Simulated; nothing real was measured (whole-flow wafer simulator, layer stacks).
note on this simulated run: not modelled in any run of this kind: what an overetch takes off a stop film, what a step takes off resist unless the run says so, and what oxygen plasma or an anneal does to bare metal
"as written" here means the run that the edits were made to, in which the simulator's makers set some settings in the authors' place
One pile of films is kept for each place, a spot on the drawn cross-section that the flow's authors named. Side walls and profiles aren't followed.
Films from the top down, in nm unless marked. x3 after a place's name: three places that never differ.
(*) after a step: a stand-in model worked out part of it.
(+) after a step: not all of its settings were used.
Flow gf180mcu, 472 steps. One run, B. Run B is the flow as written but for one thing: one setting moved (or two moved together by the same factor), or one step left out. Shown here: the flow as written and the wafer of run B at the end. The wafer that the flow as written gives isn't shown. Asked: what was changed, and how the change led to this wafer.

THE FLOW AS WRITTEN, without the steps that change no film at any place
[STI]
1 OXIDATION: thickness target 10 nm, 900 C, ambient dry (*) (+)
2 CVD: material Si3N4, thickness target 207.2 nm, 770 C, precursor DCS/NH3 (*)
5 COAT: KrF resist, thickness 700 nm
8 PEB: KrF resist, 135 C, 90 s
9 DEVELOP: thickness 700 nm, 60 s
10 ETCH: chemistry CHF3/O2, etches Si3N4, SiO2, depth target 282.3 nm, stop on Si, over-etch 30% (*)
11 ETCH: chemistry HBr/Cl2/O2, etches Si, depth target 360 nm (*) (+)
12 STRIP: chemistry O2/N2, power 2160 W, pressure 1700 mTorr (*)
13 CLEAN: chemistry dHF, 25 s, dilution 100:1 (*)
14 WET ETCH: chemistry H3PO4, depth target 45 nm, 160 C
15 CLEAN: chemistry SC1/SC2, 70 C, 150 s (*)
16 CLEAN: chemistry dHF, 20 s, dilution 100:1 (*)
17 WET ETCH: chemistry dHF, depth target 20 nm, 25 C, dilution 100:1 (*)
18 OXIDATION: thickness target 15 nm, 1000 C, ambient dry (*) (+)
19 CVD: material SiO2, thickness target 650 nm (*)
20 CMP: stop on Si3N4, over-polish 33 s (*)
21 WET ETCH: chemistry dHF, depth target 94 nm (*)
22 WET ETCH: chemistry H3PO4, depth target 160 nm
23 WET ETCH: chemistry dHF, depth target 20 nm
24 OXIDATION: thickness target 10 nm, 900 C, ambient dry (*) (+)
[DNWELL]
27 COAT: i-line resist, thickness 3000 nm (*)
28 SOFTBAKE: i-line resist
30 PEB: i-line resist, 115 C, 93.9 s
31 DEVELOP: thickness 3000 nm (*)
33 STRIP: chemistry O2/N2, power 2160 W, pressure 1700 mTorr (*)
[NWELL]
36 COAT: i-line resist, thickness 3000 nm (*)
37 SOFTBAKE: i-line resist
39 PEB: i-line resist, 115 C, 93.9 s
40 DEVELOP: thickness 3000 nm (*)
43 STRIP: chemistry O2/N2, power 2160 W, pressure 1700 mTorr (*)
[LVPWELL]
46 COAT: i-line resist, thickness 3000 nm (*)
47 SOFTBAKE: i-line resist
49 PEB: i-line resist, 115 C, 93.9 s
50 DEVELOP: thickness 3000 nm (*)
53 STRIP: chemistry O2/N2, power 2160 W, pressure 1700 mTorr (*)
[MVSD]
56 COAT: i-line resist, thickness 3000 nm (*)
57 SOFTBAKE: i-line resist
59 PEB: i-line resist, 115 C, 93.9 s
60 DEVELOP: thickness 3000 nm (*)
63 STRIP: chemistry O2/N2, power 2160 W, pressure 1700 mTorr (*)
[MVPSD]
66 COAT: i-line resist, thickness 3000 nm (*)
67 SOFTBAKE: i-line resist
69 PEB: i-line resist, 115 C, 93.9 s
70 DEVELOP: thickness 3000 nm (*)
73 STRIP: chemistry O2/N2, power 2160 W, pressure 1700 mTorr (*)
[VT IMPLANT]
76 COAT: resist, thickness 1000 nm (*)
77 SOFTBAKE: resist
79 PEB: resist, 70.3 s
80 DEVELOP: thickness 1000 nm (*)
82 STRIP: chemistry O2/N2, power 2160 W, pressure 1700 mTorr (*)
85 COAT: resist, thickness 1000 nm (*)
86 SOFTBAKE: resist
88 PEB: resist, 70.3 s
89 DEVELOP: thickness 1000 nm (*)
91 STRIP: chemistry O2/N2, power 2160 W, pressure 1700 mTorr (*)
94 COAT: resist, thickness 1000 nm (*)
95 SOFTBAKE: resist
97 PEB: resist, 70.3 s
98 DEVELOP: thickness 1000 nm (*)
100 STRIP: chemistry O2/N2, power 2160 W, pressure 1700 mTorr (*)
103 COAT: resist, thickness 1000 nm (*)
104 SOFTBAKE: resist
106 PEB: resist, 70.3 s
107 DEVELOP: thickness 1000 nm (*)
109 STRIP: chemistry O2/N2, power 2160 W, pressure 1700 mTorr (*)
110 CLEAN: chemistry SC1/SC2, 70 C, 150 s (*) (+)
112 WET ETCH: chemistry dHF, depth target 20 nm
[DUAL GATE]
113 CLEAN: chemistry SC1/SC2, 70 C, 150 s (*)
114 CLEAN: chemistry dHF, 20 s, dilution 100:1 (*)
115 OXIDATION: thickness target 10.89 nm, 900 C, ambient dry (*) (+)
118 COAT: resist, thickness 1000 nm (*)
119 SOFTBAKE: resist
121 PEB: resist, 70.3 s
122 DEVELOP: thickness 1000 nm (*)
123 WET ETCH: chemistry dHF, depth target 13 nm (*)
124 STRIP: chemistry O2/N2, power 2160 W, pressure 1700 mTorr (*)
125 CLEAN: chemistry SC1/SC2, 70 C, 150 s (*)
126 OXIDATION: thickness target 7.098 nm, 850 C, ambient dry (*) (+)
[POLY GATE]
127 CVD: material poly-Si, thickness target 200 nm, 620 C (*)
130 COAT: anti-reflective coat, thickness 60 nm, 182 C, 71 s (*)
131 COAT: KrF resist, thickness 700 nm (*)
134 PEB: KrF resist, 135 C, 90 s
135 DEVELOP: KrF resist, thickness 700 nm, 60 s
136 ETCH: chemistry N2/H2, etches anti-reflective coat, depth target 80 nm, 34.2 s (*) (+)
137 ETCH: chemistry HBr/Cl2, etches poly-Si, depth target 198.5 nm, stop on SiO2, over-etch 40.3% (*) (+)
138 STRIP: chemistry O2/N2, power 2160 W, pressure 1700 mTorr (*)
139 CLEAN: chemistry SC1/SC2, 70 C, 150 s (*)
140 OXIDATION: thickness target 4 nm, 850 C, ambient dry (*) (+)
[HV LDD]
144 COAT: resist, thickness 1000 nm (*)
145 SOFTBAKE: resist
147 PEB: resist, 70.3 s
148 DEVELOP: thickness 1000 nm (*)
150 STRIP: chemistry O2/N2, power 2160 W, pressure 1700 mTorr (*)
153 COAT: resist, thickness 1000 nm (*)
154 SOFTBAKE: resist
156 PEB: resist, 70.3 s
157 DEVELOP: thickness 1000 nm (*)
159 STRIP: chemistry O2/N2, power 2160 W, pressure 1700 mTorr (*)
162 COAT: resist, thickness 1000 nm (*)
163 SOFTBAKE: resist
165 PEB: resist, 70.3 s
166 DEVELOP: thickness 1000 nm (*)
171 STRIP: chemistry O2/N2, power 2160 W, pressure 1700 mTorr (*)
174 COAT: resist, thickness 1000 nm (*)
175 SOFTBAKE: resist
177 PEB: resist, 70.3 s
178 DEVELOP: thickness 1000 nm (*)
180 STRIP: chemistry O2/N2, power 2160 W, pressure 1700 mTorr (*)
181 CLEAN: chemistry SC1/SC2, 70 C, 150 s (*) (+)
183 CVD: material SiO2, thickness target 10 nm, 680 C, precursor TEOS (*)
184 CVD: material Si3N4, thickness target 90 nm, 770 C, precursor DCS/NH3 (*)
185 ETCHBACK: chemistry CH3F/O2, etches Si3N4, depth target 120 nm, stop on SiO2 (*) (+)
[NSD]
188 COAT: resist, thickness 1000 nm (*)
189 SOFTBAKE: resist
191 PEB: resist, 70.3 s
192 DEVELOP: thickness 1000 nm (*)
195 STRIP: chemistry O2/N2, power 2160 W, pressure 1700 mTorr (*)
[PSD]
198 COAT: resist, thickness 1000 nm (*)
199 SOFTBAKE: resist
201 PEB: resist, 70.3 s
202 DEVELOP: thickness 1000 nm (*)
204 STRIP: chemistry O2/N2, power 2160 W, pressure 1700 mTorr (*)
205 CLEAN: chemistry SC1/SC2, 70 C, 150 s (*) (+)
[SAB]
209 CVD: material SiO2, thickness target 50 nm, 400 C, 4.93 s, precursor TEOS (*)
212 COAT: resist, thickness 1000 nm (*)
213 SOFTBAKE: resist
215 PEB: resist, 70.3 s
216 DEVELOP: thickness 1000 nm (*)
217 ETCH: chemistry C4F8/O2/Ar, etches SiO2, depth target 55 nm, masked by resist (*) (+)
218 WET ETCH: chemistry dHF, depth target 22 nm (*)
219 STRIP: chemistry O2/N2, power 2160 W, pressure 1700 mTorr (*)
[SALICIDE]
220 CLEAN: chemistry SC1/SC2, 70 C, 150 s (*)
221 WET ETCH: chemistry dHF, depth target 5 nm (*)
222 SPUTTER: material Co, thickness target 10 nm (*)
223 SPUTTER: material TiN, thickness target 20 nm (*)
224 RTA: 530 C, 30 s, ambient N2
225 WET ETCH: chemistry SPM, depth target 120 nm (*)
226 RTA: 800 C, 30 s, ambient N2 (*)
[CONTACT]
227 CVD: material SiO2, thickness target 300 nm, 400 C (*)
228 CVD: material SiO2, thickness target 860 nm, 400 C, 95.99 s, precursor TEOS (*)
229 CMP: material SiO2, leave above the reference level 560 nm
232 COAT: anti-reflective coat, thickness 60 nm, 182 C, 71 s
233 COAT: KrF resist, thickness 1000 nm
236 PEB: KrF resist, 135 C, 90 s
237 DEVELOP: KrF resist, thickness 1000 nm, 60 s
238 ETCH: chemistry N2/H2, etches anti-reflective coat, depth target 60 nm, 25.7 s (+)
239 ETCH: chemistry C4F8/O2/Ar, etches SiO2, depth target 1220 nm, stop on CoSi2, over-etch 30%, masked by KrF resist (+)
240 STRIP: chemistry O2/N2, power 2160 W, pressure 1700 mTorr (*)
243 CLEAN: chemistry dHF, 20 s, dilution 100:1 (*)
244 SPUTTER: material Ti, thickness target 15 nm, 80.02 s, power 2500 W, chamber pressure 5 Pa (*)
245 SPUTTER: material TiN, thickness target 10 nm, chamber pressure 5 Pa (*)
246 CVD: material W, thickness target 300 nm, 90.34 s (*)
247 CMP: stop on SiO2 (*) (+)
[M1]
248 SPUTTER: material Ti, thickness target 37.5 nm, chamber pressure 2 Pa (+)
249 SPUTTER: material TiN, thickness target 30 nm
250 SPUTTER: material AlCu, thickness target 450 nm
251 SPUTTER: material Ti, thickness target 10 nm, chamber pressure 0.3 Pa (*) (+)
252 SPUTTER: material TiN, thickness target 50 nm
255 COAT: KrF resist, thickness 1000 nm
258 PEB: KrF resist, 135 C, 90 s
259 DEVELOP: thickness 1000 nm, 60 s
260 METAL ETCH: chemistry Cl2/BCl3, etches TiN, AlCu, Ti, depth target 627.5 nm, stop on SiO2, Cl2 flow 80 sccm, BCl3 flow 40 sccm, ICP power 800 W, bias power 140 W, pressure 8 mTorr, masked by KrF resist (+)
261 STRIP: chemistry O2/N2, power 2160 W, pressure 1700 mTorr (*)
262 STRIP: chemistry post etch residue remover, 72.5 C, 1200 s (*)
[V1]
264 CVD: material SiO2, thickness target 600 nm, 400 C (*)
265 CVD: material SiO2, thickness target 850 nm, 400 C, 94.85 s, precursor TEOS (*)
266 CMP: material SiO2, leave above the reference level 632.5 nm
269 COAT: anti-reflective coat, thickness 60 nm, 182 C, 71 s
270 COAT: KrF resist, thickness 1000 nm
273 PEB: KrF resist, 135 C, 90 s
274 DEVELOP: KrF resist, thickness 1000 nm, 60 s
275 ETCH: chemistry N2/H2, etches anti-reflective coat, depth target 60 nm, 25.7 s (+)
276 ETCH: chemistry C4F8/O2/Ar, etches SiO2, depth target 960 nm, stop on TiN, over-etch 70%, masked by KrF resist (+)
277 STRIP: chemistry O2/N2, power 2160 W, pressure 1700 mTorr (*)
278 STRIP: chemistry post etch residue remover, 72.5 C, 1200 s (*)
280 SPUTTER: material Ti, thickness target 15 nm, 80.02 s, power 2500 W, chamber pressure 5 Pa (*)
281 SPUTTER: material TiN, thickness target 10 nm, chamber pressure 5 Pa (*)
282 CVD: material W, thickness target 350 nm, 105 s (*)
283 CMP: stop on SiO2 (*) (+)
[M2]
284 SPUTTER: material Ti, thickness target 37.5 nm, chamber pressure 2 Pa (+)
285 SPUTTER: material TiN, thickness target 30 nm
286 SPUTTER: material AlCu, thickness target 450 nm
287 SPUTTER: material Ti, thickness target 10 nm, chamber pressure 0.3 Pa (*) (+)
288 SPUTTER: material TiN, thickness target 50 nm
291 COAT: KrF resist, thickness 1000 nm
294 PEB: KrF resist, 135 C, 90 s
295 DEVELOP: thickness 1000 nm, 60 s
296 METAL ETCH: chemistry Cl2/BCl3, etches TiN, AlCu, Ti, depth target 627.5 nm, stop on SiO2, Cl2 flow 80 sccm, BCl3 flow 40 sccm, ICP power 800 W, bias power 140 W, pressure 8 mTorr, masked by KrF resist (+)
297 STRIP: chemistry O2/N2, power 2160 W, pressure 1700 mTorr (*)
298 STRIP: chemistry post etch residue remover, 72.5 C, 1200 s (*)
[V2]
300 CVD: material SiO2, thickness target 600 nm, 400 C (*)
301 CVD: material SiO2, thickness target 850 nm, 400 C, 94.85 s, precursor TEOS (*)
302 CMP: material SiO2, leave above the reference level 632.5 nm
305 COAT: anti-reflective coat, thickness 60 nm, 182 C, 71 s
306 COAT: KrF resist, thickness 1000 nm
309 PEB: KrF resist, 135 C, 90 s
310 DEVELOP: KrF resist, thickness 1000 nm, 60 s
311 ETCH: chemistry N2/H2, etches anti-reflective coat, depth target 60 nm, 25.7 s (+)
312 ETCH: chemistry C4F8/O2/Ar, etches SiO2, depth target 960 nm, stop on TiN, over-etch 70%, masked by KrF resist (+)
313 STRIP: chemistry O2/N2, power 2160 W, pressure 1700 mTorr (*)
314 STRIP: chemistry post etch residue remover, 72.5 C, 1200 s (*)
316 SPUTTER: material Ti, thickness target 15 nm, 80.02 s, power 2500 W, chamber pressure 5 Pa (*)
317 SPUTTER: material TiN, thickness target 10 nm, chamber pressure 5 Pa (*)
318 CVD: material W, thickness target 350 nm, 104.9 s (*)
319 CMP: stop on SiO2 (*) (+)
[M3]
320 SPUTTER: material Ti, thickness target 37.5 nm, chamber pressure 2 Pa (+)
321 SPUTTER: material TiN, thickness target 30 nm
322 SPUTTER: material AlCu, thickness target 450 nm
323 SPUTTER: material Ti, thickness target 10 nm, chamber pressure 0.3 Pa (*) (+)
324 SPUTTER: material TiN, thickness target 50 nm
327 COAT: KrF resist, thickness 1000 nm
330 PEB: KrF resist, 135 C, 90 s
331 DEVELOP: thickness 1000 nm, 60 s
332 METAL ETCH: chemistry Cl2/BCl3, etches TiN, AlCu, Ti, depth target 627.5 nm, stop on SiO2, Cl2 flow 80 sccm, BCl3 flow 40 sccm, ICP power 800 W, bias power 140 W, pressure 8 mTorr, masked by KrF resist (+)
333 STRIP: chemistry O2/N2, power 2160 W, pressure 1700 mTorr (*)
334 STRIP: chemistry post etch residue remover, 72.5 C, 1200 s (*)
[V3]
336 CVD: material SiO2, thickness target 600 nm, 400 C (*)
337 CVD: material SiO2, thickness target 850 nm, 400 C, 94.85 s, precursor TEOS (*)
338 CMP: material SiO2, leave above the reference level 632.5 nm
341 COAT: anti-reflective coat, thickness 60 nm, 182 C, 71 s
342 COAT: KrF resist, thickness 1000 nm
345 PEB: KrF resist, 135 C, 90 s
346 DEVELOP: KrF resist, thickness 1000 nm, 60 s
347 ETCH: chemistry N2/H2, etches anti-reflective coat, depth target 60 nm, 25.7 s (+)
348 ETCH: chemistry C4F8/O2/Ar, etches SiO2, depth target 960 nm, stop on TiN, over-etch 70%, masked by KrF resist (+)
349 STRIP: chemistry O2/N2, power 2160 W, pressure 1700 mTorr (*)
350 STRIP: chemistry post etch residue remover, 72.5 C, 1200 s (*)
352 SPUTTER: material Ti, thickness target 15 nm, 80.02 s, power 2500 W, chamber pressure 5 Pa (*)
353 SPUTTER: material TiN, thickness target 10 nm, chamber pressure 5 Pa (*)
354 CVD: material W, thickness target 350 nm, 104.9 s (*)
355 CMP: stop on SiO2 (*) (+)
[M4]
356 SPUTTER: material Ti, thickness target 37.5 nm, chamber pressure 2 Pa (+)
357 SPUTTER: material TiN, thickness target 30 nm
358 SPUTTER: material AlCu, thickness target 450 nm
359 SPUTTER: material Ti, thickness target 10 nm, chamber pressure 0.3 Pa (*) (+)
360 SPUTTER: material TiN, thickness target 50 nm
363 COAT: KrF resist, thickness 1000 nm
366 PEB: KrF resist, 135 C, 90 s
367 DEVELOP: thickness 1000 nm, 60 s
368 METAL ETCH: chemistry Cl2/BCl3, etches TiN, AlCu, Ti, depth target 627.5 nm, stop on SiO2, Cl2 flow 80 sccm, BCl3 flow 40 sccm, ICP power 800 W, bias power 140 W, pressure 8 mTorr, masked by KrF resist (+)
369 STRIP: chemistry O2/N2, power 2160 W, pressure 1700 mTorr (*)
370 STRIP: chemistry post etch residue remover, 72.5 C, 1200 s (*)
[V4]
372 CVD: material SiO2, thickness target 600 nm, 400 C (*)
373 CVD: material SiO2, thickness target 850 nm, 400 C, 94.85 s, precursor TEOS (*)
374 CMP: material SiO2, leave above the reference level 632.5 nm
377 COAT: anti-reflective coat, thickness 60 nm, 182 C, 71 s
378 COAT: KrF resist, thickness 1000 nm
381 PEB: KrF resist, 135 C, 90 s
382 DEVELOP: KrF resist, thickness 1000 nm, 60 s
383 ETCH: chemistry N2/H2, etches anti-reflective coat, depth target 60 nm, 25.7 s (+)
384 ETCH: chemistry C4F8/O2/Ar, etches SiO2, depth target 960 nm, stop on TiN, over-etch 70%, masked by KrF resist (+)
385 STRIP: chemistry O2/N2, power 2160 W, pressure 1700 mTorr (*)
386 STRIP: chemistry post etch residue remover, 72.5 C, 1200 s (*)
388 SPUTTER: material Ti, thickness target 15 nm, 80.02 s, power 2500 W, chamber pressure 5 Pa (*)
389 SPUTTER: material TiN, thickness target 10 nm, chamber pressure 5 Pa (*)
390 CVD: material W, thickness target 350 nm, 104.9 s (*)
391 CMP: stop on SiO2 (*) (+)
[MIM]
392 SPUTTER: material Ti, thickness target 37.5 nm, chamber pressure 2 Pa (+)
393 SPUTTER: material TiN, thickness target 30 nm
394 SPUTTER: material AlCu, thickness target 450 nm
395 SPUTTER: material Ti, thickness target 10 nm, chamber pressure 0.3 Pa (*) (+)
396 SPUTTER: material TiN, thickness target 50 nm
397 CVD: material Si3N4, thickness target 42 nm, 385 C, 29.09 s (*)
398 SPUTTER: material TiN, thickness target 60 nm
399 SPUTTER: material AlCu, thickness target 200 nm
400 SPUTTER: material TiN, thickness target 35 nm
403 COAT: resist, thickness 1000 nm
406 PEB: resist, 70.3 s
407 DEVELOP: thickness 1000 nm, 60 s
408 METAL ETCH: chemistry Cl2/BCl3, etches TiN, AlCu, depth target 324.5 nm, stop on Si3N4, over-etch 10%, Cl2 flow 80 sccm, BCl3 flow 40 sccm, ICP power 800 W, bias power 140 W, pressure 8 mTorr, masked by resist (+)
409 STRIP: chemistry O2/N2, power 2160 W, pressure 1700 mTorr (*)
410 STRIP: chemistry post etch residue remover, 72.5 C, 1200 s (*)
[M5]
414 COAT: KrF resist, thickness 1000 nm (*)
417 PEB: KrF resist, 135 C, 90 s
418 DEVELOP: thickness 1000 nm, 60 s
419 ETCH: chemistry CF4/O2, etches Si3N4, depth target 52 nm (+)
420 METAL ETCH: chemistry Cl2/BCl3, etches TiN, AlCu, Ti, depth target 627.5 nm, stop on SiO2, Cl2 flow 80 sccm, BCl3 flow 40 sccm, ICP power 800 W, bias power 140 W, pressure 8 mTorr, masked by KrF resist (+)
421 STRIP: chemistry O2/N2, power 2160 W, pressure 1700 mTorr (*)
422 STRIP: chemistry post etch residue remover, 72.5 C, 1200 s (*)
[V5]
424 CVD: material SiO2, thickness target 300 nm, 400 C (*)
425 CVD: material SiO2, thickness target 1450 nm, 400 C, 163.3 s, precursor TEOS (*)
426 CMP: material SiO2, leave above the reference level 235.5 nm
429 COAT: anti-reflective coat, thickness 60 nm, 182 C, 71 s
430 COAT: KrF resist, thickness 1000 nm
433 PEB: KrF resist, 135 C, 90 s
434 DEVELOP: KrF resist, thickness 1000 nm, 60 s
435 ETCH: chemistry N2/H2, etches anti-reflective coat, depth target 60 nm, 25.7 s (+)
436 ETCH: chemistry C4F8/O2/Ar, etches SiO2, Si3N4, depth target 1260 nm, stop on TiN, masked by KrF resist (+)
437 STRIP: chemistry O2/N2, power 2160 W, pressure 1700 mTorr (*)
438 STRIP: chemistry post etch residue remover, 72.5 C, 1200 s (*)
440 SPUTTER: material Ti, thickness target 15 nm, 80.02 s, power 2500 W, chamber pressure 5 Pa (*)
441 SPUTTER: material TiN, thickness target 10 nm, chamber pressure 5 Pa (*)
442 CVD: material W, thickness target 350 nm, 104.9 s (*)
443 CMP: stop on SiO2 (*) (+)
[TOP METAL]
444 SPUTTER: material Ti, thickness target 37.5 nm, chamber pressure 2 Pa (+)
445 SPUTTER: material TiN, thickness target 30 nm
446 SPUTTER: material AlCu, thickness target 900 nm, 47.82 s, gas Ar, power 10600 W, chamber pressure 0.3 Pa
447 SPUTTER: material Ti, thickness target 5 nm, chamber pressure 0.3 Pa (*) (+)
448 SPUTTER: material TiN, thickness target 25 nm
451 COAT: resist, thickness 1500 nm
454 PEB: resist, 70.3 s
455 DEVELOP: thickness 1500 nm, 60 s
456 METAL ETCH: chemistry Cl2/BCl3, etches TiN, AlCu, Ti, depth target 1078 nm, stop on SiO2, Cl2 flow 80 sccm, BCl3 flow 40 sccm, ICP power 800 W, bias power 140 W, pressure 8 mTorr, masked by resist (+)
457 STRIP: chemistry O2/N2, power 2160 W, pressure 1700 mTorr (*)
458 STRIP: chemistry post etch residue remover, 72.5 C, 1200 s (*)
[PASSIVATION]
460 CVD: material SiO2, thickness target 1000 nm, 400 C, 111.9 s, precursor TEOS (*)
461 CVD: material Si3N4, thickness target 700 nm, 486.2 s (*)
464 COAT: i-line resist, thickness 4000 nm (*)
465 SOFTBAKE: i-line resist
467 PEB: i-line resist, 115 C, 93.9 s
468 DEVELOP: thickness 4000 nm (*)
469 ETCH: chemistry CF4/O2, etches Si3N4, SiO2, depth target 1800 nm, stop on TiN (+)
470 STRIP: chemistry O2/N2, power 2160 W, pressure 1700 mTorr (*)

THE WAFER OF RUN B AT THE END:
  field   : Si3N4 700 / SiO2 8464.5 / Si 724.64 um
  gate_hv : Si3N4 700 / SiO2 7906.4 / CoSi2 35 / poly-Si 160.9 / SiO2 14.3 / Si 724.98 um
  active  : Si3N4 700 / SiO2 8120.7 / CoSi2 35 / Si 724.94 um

The cause: step 374, CMP: leave above the reference level 869.7 nm was run, where the flow has leave above the reference level 632.5 nm.

How the change led to this, step by step:
  374 CMP: material SiO2, leave above the reference level 632.5 nm
      field, field__w1, field__w2 and 103 more: SiO2 -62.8 (as written it would be: SiO2 -300)
      field__w8, contact, m1, m1__w1, m1_nw: SiO2 -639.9 (as written it would be: SiO2 -877.1)
  384 ETCH: chemistry C4F8/O2/Ar, etches SiO2, depth target 960 nm, stop on TiN, over-etch 70%, masked by KrF resist (+)
      contact: SiO2 -809.7 (all of it) (as written it would be: SiO2 -572.5 (all of it))
  388 SPUTTER: material Ti, thickness target 15 nm, 80.02 s, power 2500 W, chamber pressure 5 Pa (*)
      contact: Ti +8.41 (new film) (as written it would be: Ti +9.65 (new film))
  389 SPUTTER: material TiN, thickness target 10 nm, chamber pressure 5 Pa (*)
      contact: TiN +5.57 (new film) (as written it would be: TiN +6.4 (new film))
  390 CVD: material W, thickness target 350 nm, 104.9 s (*)
      contact: W +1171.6 (new film) (as written it would be: W +932.3 (new film))
